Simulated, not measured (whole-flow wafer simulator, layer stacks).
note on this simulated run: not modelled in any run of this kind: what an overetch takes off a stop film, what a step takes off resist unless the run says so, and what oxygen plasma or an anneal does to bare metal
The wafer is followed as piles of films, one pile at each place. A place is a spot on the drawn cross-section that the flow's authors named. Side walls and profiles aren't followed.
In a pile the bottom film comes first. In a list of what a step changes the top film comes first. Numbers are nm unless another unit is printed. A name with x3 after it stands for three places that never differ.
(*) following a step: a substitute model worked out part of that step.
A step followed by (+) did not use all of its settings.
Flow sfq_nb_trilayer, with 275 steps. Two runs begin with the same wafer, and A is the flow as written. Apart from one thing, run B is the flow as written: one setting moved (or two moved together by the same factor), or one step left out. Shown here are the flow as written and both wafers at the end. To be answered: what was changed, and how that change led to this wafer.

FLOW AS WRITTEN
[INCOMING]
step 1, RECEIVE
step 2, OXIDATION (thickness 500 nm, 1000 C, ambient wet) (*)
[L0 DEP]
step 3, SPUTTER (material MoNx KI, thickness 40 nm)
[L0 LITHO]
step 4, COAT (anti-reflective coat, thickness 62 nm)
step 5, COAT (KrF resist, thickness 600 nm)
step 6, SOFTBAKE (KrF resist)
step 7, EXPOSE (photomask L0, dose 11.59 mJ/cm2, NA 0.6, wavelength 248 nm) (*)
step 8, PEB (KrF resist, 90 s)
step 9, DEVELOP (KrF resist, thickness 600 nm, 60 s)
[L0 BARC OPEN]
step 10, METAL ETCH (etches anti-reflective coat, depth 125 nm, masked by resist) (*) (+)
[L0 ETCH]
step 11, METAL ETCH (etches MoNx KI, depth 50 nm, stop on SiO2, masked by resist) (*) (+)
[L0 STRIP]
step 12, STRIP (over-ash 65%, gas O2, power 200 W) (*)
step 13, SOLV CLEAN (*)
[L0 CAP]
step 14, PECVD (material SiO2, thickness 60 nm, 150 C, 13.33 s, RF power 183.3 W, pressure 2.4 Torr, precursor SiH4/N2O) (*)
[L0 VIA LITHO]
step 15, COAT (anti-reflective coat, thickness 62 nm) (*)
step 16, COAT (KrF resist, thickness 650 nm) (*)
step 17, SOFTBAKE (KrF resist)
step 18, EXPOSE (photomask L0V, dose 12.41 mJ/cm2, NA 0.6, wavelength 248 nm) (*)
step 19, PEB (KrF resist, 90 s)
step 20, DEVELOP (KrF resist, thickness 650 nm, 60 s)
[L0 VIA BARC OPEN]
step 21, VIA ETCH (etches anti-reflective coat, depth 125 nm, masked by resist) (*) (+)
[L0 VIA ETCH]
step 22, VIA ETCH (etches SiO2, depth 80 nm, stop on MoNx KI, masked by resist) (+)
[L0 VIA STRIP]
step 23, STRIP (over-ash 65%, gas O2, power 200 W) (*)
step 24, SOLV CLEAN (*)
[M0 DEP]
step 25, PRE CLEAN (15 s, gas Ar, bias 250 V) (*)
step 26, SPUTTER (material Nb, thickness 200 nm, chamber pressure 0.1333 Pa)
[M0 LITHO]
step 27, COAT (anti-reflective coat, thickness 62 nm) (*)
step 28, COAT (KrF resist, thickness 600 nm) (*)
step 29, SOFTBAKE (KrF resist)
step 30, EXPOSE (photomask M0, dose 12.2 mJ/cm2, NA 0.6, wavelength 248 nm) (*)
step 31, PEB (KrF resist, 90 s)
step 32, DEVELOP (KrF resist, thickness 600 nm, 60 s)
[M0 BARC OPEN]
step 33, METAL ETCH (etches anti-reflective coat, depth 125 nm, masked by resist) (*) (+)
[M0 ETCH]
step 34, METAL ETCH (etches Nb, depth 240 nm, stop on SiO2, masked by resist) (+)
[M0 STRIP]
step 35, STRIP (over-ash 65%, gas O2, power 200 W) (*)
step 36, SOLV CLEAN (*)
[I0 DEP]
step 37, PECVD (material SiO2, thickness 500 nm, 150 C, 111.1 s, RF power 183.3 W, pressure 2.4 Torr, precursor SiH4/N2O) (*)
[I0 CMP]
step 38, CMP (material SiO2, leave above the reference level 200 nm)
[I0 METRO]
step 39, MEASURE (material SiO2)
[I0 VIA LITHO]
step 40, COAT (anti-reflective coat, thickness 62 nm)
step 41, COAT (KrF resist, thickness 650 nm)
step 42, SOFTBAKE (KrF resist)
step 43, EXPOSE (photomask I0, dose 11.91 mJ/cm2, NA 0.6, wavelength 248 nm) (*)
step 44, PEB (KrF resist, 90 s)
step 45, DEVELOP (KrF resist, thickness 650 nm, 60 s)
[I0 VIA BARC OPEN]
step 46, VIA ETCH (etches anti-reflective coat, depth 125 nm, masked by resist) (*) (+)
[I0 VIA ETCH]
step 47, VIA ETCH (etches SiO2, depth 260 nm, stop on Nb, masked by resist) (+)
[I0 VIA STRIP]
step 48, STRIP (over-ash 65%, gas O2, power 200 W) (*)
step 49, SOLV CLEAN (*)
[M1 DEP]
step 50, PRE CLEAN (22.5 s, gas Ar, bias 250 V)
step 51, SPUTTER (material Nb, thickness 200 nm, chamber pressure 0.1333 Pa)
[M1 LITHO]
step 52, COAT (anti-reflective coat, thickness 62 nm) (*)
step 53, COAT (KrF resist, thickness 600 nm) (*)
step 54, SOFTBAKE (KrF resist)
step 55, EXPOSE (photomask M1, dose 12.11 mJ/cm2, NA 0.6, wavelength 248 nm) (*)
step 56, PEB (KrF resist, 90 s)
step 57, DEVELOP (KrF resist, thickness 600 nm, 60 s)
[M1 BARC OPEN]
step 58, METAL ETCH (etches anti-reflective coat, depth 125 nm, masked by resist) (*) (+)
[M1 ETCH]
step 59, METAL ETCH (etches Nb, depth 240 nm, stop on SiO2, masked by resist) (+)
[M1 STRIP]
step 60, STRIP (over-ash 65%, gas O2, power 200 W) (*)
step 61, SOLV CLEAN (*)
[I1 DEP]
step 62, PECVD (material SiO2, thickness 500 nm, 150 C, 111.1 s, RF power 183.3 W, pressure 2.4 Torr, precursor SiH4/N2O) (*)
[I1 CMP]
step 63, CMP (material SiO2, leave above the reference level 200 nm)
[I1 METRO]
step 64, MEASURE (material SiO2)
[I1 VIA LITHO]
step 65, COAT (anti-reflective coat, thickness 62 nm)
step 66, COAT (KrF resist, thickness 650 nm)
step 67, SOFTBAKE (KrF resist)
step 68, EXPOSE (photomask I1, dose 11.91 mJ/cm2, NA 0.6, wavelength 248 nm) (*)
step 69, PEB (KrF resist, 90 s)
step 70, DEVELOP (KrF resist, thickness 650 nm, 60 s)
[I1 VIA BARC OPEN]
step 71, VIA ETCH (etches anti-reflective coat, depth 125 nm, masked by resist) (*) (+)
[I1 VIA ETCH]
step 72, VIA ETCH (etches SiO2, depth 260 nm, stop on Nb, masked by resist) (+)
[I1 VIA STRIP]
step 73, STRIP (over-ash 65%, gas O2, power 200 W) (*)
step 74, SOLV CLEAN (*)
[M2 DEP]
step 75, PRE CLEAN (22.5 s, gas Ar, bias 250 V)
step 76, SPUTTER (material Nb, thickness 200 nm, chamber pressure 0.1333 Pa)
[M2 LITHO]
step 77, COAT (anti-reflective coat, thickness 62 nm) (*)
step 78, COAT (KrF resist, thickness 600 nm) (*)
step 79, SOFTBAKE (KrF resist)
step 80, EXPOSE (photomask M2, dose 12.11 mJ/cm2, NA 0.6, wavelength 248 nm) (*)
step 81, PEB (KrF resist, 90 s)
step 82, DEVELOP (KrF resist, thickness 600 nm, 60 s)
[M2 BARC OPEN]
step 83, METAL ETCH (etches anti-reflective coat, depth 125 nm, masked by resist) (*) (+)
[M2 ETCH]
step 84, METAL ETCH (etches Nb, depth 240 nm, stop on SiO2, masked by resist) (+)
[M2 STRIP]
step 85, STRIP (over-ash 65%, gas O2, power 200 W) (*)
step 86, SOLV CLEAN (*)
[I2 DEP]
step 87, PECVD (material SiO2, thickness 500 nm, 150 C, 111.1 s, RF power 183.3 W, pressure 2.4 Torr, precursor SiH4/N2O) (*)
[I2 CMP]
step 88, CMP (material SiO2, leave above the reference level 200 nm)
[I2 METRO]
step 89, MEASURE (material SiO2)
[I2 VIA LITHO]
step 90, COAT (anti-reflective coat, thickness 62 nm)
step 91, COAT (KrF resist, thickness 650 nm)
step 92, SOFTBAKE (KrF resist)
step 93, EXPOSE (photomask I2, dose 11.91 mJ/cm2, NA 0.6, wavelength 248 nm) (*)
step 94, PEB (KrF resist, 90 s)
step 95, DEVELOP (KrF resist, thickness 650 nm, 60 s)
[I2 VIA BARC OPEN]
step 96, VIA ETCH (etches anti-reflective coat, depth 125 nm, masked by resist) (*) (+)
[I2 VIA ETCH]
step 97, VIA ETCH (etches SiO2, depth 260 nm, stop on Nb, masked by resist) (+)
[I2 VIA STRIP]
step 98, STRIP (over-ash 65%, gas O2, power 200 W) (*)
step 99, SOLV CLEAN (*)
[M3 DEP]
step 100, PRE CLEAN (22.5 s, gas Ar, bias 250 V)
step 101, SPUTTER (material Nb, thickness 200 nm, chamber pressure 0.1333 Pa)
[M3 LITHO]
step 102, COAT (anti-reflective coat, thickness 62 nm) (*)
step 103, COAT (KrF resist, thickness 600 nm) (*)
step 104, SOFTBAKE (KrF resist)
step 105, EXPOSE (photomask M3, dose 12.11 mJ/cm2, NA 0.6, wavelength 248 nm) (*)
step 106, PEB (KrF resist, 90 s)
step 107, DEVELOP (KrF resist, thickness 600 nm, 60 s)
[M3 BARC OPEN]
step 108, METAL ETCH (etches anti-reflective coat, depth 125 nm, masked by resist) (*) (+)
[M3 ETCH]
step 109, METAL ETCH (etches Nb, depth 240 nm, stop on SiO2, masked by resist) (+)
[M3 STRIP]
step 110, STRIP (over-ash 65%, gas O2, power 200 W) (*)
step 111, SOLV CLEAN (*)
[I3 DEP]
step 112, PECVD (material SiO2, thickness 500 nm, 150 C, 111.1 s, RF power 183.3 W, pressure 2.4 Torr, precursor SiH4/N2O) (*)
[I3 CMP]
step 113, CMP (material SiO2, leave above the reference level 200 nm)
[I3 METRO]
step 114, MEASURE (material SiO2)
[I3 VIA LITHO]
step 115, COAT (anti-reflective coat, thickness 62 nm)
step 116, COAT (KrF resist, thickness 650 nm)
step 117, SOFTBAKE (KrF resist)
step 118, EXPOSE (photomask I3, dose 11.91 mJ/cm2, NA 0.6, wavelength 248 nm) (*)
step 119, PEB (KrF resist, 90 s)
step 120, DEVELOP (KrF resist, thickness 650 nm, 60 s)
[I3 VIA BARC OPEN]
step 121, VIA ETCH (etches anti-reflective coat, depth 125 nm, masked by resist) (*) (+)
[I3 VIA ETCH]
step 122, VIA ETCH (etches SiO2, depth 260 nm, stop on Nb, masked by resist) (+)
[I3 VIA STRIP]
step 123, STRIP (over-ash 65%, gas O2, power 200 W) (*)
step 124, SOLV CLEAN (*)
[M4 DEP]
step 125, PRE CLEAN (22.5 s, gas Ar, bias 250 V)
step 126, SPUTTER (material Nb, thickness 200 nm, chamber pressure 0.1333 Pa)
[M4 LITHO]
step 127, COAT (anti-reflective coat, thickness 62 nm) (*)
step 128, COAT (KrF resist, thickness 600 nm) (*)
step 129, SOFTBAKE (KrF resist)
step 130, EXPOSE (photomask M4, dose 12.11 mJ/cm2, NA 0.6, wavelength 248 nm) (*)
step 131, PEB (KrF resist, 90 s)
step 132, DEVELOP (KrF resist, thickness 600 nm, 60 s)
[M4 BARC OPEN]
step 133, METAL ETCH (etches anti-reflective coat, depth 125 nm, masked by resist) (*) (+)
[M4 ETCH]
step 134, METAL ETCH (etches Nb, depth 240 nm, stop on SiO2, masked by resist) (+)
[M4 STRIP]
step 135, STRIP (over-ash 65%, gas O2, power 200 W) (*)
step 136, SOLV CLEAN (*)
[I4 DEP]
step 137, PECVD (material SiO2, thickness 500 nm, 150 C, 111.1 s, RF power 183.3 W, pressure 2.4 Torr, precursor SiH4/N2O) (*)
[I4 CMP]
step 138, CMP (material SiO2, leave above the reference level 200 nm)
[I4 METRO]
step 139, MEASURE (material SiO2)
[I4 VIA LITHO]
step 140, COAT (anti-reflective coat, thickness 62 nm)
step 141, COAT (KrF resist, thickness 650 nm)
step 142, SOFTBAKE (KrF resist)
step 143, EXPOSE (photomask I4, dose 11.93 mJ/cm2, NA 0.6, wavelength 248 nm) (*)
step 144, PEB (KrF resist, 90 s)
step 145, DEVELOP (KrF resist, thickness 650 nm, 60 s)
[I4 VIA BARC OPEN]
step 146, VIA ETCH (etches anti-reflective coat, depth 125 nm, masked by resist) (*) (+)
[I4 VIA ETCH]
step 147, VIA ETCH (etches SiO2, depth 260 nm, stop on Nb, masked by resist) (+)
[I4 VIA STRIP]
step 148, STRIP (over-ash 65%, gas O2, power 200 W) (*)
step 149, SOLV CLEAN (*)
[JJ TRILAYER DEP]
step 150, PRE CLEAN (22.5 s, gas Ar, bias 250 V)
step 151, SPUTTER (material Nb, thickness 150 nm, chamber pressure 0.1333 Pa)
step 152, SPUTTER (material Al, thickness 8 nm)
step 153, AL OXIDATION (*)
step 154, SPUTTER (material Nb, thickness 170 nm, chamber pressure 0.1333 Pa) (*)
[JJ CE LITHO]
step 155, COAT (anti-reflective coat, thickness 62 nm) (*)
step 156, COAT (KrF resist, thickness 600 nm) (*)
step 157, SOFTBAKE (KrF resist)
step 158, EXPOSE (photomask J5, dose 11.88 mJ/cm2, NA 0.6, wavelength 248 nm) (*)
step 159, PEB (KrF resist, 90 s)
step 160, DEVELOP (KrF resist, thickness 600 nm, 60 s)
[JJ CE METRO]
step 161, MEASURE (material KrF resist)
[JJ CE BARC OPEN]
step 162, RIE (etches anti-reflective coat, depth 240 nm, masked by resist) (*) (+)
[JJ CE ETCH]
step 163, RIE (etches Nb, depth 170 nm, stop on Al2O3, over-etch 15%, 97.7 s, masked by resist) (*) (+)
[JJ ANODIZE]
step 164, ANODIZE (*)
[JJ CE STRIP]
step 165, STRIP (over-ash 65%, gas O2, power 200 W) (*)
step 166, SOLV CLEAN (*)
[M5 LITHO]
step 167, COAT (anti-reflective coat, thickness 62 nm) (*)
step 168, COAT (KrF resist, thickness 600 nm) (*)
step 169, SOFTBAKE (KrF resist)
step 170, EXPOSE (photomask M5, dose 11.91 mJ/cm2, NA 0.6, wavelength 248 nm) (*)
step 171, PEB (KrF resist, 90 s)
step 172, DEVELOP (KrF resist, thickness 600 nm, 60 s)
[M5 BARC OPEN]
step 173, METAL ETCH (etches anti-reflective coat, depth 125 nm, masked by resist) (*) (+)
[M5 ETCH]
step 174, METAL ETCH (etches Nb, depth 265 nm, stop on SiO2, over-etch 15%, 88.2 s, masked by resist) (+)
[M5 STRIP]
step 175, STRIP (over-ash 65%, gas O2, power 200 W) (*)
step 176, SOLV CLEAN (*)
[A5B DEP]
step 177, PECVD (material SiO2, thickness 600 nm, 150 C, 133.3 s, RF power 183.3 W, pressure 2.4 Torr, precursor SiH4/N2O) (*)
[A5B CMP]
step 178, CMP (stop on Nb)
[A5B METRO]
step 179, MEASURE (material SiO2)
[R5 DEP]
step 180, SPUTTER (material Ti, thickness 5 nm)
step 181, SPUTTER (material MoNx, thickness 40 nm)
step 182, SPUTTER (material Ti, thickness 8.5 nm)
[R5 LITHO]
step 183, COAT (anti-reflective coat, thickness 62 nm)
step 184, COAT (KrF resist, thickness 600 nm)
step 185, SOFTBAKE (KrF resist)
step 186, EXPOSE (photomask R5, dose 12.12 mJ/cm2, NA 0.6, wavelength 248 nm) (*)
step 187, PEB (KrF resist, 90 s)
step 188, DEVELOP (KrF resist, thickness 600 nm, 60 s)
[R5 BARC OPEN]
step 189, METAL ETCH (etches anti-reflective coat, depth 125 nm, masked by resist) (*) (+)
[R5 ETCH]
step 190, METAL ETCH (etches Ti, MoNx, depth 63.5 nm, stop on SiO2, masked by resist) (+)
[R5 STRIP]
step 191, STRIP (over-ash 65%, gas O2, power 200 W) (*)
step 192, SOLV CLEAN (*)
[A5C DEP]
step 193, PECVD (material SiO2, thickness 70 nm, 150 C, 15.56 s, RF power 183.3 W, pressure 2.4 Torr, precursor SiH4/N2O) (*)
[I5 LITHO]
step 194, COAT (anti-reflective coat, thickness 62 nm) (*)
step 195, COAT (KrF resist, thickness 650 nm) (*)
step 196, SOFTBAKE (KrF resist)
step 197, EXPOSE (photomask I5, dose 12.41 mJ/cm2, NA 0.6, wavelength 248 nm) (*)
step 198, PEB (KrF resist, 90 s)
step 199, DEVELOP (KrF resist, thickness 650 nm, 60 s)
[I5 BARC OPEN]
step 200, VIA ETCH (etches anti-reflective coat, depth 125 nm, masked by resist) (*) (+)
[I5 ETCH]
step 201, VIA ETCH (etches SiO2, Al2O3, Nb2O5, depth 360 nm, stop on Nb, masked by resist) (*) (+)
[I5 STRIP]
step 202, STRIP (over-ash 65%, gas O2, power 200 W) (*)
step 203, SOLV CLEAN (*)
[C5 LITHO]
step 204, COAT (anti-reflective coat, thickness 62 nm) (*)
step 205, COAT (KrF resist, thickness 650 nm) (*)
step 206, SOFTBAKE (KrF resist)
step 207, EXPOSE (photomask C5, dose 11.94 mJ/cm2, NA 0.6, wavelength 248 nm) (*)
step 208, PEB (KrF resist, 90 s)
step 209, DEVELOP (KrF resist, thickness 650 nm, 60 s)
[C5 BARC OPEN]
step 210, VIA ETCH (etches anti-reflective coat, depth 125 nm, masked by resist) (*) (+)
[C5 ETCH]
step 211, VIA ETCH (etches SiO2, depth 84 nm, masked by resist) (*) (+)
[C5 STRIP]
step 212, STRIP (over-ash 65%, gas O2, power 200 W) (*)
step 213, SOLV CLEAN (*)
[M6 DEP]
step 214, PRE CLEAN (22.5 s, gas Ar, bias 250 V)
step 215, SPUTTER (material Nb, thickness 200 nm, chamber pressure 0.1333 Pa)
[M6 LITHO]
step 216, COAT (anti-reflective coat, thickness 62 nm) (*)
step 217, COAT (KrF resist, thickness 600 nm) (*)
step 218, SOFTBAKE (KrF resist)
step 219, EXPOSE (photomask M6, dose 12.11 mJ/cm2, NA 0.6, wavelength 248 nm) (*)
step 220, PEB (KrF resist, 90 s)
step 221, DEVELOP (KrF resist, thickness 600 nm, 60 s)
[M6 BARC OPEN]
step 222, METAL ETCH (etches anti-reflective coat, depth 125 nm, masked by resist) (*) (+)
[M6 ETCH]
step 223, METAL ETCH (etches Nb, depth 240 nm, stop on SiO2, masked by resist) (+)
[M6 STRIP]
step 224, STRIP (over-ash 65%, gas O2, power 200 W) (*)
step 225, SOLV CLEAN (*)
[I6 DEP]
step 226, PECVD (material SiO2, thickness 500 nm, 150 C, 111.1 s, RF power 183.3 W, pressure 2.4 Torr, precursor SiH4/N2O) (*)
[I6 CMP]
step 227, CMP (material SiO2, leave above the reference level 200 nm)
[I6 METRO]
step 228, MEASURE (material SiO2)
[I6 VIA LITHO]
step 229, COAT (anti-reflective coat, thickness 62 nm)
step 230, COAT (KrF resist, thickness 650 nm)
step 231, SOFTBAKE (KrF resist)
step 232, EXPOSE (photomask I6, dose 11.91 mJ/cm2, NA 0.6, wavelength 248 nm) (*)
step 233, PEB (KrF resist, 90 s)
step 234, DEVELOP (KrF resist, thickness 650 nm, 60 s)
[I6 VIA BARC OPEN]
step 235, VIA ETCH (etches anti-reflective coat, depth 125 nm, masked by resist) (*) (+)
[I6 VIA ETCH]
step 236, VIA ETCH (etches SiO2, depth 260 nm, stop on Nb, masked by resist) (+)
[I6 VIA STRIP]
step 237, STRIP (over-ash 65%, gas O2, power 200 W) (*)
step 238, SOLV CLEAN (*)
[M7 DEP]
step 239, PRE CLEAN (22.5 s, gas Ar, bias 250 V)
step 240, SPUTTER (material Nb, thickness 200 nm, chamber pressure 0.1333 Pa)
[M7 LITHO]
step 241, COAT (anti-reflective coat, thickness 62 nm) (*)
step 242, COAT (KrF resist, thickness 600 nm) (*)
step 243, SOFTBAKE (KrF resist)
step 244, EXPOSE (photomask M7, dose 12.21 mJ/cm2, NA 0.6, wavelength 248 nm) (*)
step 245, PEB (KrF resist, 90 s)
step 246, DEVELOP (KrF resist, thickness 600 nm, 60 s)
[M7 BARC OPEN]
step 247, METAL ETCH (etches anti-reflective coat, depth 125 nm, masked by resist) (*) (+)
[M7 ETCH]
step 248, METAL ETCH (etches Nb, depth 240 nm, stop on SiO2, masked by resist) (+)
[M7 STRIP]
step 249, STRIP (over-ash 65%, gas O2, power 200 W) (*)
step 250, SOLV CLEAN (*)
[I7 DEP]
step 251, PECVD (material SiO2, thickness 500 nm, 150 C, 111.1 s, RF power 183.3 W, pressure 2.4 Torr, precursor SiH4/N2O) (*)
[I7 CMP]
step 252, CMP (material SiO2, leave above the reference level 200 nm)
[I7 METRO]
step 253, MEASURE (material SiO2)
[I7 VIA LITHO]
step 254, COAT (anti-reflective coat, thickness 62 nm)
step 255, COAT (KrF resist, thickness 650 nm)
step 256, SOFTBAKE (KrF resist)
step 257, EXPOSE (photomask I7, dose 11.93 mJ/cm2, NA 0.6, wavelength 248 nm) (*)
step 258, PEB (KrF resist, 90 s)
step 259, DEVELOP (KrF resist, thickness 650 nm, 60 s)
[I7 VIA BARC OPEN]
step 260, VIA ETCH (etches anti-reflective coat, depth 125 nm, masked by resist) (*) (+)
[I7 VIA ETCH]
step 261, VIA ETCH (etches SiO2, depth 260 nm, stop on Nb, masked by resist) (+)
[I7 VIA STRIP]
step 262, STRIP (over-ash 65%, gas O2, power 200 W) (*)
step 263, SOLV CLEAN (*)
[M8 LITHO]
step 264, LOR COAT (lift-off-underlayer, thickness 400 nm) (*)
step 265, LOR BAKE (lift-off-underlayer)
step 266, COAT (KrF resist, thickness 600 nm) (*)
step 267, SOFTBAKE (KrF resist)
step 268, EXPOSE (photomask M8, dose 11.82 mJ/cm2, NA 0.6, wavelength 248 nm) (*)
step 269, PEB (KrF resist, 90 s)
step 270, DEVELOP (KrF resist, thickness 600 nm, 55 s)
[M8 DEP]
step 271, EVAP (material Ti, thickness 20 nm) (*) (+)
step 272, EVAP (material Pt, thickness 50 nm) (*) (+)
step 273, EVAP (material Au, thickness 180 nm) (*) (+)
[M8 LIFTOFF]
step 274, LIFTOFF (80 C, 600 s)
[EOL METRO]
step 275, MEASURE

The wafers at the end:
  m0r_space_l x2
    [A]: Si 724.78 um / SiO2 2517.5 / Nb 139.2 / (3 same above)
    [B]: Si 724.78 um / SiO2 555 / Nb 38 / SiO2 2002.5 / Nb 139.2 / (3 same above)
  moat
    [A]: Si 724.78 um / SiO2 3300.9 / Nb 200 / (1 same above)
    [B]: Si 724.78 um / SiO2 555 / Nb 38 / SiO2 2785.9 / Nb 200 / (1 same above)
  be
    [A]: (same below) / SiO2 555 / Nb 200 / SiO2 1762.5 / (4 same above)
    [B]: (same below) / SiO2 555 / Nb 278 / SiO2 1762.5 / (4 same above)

What caused this: step 26, SPUTTER: thickness 278 nm was run, though the flow has thickness 200 nm.
One can read it off the wafer: be has Nb 278, and step 26 as written asks for 200 nm.

How this came from the change, step by step:
  step 26, SPUTTER (material Nb, thickness 200 nm, chamber pressure 0.1333 Pa)
      field_l, v_sur, via_wl and 102 more: A +200 Nb (new film) | B +278 Nb (new film)
      l0v: A +195.7 Nb (new film) | B +273.9 Nb (new film)
  step 34, METAL ETCH (etches Nb, depth 240 nm, stop on SiO2, masked by resist) (+)
      moat, m0r_space_l x2: A -200 Nb (all of it) | B -240 Nb
  step 37, PECVD (material SiO2, thickness 500 nm, 150 C, 111.1 s, RF power 183.3 W, pressure 2.4 Torr, precursor SiH4/N2O) (*)
      moat, m0r_space_l x2: A +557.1 SiO2 | B +597.1 SiO2 (new film)
Taking metal films that touch as one body, m0r_space_l x2 has 2 bodies (between them, from the top down: SiO2 2002.5); the flow as written gives 1 body.
Taking metal films that touch as one body, moat has 2 bodies (between them, from the top down: SiO2 2785.9); the flow as written gives 1 body.
